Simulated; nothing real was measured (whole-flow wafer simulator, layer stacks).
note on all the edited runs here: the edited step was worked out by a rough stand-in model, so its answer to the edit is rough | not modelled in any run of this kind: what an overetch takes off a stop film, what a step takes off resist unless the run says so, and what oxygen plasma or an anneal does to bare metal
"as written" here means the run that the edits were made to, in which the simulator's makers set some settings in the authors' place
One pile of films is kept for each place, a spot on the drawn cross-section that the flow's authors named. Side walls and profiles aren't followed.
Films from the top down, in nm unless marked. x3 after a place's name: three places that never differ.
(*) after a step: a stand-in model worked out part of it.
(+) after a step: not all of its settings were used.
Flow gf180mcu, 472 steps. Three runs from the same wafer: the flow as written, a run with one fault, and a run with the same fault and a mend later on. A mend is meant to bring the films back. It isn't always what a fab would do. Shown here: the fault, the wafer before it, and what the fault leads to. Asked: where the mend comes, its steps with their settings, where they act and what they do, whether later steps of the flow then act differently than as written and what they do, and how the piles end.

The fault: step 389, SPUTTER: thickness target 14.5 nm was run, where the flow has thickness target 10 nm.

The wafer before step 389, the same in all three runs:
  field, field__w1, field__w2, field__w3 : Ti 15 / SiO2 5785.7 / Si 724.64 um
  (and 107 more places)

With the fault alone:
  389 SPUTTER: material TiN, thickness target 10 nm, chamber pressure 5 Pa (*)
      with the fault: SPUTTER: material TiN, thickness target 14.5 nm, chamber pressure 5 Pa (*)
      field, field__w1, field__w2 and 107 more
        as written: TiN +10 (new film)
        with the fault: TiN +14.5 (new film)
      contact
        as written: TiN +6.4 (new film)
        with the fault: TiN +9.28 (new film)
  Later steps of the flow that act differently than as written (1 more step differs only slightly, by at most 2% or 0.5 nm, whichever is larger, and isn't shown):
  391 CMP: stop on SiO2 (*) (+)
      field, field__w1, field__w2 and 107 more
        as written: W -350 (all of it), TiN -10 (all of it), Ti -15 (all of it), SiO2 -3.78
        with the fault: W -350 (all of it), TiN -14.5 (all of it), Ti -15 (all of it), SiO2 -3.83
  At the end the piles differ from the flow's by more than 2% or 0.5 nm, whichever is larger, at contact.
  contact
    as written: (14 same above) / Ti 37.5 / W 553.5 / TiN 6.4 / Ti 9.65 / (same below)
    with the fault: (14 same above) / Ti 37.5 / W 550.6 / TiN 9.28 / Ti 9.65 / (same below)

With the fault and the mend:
  The mend comes after step 389.
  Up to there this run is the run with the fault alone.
  389a METAL ETCH: chemistry Cl2/BCl3, etches TiN, AlCu, Ti, depth target 4.5 nm, Cl2 flow 80 sccm, BCl3 flow 40 sccm, ICP power 800 W, bias power 140 W, pressure 8 mTorr (the flow's step 260 once more, with other settings)
      field, field__w1, field__w2 and 108 more
        TiN -4.5
  No later step of the flow acts differently than as written, at any place that is followed, by more than 2% or 0.5 nm, whichever is larger.
  At the end the piles differ from the flow's by more than 2% or 0.5 nm, whichever is larger, at contact.
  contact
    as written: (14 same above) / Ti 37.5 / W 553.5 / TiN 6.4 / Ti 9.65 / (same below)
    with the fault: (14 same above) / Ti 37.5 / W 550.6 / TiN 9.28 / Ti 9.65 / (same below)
    with the mend: (14 same above) / Ti 37.5 / W 555.1 / TiN 4.78 / Ti 9.65 / (same below)
